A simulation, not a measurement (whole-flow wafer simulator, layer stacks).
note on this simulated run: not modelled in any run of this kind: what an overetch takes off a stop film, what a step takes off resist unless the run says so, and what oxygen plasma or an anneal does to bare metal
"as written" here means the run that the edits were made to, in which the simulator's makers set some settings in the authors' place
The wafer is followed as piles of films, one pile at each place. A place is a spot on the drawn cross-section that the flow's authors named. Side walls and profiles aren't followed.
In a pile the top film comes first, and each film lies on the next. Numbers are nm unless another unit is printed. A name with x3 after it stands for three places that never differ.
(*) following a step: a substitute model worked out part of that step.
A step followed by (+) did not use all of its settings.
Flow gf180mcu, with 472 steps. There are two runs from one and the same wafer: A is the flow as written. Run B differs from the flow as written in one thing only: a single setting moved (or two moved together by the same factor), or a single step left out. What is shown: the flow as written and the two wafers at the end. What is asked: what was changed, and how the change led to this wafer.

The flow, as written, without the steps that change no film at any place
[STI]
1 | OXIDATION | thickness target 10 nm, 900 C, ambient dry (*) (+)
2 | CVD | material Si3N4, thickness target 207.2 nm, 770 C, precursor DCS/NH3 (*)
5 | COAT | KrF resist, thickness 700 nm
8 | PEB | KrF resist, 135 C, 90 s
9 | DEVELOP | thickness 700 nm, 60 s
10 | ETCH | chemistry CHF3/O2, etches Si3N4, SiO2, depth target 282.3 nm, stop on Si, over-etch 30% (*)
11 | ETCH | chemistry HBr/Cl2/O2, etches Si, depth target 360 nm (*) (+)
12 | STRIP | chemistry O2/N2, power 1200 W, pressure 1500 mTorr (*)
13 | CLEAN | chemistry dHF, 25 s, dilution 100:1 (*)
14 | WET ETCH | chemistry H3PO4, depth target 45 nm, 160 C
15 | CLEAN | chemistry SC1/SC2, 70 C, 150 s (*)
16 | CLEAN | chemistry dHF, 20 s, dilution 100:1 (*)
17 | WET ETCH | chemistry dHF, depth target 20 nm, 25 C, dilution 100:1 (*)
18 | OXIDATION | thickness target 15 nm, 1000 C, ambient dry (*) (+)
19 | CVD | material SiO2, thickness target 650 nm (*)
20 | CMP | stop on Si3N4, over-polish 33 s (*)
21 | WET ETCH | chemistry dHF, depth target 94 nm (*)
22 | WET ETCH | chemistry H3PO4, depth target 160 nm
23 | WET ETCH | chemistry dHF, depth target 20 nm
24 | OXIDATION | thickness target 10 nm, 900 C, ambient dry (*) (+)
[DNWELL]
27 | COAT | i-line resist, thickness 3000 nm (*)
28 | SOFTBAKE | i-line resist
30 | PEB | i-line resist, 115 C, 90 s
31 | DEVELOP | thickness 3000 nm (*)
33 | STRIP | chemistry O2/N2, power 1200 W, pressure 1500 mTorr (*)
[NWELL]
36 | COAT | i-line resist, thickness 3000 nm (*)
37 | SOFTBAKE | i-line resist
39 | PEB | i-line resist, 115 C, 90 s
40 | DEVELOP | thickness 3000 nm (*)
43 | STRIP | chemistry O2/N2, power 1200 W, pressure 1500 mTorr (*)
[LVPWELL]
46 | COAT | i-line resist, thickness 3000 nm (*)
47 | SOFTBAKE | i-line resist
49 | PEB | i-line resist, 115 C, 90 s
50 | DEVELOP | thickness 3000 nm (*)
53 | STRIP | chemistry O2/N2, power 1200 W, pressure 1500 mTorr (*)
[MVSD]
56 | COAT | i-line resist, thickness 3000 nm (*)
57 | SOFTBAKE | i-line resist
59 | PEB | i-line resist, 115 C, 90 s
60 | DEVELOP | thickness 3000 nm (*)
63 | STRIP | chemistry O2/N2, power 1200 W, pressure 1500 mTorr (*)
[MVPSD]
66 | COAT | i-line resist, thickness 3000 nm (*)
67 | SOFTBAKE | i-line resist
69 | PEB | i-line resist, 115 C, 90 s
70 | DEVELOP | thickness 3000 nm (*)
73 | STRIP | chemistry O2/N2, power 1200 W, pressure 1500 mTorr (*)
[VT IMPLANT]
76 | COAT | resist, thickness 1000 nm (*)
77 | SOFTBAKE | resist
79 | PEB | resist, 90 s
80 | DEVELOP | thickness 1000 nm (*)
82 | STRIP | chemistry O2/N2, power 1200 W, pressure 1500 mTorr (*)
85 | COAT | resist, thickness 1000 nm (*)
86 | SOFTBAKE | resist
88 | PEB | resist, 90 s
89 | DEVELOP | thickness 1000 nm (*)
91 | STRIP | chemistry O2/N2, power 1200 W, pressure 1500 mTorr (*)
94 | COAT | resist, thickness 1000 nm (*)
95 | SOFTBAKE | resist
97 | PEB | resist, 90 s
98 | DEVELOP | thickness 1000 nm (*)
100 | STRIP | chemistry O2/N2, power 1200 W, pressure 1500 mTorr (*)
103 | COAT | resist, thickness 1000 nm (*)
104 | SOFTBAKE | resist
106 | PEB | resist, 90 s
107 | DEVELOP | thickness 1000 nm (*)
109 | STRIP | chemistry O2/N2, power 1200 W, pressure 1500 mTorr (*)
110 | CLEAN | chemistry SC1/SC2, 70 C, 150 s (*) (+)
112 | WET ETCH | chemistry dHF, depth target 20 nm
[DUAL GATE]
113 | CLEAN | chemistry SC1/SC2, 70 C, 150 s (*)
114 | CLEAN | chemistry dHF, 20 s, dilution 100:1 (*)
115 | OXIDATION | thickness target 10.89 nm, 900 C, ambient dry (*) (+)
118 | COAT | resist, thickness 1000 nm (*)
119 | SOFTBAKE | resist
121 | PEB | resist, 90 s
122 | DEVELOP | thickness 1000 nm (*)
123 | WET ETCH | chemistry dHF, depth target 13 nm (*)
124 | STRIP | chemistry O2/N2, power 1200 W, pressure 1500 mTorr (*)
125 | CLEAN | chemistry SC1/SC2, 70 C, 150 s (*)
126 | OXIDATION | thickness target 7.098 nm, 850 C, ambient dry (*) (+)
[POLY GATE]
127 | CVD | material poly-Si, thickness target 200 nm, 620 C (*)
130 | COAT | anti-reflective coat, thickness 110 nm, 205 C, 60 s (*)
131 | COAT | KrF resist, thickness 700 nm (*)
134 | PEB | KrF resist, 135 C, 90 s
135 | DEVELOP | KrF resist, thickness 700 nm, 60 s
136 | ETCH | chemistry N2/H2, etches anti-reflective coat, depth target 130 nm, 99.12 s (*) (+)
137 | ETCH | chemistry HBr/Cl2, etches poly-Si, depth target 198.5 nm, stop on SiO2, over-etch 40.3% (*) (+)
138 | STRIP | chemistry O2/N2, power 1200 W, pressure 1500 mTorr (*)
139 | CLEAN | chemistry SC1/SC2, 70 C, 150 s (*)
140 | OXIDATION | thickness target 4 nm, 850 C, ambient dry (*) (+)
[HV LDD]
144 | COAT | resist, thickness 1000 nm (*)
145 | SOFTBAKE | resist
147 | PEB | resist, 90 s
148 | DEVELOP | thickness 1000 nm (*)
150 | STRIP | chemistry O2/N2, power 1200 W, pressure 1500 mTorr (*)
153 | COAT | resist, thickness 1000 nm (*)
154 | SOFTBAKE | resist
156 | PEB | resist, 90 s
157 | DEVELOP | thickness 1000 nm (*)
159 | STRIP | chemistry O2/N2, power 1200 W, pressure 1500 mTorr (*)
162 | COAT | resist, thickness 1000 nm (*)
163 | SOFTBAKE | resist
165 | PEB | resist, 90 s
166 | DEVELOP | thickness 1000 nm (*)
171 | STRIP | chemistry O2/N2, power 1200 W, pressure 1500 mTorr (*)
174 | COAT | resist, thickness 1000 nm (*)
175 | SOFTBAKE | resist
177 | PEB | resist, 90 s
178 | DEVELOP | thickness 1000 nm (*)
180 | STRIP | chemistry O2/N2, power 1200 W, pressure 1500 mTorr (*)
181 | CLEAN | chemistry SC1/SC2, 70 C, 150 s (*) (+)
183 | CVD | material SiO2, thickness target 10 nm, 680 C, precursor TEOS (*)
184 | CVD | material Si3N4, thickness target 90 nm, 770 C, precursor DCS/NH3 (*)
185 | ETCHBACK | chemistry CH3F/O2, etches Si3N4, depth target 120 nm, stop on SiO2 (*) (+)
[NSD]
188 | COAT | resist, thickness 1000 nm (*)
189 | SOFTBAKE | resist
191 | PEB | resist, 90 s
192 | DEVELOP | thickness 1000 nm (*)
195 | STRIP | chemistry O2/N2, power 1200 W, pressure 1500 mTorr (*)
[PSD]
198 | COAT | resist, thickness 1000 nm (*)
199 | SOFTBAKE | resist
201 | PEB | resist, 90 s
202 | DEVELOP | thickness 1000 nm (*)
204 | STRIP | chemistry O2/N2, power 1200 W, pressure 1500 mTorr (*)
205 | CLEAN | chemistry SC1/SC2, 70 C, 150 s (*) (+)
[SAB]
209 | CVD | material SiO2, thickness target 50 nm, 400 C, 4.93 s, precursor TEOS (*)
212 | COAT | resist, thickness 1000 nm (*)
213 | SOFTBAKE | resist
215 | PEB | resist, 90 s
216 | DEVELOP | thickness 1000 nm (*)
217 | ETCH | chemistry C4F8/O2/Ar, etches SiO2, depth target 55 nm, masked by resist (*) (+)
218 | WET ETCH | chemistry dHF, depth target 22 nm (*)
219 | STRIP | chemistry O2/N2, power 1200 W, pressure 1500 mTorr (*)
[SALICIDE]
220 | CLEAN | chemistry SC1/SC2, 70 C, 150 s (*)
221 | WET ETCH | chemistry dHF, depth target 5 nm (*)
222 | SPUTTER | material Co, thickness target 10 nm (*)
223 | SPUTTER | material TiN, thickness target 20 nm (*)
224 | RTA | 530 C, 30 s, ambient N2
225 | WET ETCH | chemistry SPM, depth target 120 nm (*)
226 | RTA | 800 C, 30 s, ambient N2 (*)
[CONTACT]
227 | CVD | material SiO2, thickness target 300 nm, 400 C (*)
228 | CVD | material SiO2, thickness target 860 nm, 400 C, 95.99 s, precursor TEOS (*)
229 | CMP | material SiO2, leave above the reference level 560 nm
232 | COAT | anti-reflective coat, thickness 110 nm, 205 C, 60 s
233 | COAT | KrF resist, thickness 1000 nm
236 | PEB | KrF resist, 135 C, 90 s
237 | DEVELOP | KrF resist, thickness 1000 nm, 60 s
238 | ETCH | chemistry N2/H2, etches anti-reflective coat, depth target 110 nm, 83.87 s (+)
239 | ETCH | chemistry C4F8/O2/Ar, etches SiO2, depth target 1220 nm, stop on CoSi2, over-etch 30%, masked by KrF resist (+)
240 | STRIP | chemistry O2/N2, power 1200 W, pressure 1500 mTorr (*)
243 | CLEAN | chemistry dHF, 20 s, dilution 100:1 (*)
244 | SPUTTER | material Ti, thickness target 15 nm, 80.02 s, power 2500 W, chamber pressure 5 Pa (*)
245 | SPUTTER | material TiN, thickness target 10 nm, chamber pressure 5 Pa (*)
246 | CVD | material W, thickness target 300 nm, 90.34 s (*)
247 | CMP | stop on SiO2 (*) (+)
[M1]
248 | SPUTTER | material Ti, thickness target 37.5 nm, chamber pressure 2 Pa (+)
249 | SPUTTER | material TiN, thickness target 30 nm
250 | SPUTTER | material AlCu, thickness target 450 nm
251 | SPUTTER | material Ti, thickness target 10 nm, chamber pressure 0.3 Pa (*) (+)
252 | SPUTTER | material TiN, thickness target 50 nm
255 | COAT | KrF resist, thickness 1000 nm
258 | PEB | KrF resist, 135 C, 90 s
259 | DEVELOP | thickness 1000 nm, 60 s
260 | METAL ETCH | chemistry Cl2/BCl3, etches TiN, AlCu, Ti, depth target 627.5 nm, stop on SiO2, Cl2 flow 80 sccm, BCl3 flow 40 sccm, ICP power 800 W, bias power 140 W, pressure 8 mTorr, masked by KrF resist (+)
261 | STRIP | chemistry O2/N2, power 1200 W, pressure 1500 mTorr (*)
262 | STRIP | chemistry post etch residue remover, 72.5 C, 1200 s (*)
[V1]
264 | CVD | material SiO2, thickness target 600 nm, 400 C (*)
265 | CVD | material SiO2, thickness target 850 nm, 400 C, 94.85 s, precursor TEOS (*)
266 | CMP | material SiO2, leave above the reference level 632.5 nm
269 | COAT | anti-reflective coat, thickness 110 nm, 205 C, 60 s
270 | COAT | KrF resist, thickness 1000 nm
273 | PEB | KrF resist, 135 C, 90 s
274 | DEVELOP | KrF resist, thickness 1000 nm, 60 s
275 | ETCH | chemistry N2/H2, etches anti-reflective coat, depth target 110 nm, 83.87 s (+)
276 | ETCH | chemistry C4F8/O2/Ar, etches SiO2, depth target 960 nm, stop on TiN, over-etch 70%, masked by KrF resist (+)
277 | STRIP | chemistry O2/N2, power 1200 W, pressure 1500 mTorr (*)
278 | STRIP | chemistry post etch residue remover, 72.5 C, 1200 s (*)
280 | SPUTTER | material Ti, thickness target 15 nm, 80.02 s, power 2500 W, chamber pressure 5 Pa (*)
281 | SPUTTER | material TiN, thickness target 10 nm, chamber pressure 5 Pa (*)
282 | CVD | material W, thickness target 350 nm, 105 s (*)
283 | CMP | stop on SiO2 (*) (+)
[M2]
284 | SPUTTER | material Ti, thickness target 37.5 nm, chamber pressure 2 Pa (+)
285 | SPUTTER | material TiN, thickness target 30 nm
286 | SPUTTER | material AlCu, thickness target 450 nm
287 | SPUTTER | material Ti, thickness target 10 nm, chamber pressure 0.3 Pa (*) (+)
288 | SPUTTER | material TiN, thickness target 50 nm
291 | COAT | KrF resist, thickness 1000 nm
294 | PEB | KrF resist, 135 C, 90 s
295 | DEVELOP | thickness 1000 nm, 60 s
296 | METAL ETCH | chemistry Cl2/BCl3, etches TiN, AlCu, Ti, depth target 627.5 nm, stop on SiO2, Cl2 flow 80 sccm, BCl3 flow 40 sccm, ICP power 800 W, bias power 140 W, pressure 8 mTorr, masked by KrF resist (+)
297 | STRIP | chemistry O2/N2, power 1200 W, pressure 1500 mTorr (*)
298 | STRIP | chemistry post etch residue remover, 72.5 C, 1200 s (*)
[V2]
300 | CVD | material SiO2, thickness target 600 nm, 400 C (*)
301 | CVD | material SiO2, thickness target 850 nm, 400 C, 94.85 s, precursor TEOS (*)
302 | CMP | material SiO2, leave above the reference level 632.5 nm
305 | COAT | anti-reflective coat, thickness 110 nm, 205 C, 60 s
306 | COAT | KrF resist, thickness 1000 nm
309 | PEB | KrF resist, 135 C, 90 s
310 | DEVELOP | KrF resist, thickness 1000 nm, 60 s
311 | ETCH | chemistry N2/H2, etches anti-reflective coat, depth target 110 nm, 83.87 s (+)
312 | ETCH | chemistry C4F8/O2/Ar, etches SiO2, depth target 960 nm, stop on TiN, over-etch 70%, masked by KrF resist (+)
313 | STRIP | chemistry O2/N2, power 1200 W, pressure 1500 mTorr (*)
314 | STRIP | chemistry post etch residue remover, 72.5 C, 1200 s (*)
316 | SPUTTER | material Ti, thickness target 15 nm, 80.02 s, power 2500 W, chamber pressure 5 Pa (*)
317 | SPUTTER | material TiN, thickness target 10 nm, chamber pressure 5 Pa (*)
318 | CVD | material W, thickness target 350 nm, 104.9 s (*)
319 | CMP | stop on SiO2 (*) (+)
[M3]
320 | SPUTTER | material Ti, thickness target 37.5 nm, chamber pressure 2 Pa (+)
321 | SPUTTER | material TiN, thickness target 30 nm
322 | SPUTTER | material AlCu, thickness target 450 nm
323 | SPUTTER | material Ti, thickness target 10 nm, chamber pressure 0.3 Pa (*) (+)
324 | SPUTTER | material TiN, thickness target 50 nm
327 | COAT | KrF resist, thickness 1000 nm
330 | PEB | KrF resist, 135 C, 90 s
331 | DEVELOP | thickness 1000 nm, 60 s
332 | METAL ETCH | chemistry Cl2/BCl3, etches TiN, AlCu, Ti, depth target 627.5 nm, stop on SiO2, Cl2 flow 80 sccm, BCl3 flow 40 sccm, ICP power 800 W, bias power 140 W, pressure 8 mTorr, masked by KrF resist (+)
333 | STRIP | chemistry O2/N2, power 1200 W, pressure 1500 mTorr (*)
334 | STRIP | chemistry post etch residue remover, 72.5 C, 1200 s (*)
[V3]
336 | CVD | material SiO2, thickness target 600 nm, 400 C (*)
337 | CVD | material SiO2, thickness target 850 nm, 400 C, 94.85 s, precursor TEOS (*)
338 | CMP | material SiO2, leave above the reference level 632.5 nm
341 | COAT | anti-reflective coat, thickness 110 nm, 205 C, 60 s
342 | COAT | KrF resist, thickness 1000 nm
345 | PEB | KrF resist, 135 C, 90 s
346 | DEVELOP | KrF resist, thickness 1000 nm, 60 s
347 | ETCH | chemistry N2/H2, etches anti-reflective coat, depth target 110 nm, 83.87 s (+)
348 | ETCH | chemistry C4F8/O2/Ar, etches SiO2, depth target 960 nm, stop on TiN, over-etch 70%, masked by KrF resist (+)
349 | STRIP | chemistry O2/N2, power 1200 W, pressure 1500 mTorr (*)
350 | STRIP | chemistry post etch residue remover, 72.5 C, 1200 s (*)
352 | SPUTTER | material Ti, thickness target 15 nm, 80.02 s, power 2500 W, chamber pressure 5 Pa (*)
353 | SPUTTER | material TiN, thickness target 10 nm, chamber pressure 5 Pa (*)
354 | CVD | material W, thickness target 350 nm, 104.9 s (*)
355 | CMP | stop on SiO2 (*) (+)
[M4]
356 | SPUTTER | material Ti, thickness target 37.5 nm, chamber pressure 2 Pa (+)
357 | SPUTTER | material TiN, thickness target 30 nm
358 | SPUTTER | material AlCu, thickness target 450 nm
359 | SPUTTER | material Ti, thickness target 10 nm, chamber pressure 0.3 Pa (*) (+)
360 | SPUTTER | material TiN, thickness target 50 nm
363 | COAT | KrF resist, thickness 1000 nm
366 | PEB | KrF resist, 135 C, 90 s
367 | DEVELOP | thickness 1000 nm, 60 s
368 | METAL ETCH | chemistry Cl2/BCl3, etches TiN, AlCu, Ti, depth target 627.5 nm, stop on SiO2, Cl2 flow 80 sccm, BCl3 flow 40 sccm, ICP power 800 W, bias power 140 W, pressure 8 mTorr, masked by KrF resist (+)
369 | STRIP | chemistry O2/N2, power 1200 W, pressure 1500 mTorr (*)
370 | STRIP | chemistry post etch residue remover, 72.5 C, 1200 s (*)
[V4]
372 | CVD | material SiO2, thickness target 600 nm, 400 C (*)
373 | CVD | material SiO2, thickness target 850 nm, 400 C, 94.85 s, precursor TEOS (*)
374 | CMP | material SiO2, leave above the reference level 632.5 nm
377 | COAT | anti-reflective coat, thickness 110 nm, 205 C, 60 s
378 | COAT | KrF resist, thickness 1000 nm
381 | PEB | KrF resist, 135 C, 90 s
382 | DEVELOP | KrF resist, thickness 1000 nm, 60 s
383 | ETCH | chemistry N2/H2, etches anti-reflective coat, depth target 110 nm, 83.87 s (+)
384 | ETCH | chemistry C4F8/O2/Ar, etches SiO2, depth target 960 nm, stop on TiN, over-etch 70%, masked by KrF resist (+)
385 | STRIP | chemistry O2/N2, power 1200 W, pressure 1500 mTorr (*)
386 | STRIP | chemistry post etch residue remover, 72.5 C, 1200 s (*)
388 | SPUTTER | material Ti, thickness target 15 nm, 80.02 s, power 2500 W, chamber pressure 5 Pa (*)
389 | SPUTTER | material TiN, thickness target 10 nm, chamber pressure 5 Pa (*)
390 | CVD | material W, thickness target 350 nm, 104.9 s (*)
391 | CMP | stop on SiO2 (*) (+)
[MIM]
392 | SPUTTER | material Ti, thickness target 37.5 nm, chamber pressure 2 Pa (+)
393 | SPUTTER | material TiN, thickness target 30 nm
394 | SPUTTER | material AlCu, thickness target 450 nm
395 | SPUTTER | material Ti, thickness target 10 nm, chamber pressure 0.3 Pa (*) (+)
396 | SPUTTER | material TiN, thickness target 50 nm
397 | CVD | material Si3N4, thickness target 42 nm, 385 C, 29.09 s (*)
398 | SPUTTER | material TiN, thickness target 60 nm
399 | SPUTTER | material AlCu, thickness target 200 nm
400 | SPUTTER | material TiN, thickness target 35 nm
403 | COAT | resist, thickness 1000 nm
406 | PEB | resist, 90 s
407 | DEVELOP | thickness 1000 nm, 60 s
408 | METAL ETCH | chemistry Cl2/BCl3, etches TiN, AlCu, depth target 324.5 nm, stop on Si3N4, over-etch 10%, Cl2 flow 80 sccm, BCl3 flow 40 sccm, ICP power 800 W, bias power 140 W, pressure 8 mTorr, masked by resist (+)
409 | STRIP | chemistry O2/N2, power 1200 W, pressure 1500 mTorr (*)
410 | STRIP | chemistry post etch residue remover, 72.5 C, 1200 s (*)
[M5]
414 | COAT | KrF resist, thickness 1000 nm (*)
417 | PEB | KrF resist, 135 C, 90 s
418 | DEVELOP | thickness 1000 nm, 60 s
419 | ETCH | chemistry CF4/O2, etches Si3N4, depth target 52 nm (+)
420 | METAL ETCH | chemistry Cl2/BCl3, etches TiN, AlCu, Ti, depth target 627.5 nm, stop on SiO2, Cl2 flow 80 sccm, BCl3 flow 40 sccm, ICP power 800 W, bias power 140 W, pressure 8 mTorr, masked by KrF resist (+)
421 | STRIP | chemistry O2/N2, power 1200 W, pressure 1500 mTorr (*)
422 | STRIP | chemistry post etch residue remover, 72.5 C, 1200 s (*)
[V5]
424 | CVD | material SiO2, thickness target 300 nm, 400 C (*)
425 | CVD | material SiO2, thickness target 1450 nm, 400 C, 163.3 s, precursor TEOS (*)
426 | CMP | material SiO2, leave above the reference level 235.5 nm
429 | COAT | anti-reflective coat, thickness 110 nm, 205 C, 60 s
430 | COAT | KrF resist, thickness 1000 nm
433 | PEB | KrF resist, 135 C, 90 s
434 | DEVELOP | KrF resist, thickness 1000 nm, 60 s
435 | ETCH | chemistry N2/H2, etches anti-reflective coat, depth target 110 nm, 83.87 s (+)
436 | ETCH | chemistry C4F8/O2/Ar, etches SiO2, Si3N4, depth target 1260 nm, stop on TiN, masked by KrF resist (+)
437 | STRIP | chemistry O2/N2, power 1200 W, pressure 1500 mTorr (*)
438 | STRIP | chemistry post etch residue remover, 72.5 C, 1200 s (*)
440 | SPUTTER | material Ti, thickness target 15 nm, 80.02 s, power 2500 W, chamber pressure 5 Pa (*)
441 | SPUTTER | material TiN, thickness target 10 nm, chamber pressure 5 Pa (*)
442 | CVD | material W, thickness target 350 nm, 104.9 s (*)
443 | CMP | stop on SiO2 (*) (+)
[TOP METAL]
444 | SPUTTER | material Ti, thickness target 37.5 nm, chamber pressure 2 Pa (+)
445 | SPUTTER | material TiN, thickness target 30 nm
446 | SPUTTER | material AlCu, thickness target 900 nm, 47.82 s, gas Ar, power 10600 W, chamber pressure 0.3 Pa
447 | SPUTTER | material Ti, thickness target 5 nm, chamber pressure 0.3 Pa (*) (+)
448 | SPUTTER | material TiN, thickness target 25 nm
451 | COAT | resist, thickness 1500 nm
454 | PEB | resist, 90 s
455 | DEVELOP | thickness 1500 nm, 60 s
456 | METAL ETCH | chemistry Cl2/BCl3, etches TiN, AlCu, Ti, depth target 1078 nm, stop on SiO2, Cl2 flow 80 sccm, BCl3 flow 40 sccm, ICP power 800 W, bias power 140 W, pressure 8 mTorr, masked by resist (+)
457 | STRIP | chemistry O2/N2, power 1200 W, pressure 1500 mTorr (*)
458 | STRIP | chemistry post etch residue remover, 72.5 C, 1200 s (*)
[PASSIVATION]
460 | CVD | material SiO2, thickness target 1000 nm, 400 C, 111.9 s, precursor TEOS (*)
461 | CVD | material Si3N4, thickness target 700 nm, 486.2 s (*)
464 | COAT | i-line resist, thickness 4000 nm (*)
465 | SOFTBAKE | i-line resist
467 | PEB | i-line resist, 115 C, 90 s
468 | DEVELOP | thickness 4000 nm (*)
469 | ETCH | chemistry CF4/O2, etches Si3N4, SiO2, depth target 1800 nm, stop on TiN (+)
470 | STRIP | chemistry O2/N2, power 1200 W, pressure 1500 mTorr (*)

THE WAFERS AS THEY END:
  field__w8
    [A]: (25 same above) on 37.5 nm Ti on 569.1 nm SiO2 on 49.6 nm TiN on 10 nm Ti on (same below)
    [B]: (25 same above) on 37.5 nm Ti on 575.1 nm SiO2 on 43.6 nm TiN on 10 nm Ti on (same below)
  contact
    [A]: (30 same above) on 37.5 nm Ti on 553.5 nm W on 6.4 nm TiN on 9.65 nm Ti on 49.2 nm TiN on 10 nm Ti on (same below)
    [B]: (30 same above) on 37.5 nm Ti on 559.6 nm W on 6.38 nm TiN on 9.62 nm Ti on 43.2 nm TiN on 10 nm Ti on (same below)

Cause: step 288, SPUTTER: thickness target 44 nm was run, though the flow has thickness target 50 nm.

How this came from the change, step by step:
  288 | SPUTTER | material TiN, thickness target 50 nm
      field, field__w1, field__w2 and 108 more: A TiN gains 50 (new film) | B TiN gains 44 (new film)
  296 | METAL ETCH | chemistry Cl2/BCl3, etches TiN, AlCu, Ti, depth target 627.5 nm, stop on SiO2, Cl2 flow 80 sccm, BCl3 flow 40 sccm, ICP power 800 W, bias power 140 W, pressure 8 mTorr, masked by KrF resist (+)
      field, field__w1, field__w2 and 103 more: A TiN loses 50 (all of it), Ti loses 10 (all of it), AlCu loses 450 (all of it), TiN loses 30 (all of it), Ti loses 37.5 (all of it) | B TiN loses 44 (all of it), Ti loses 10 (all of it), AlCu loses 450 (all of it), TiN loses 30 (all of it), Ti loses 37.5 (all of it)
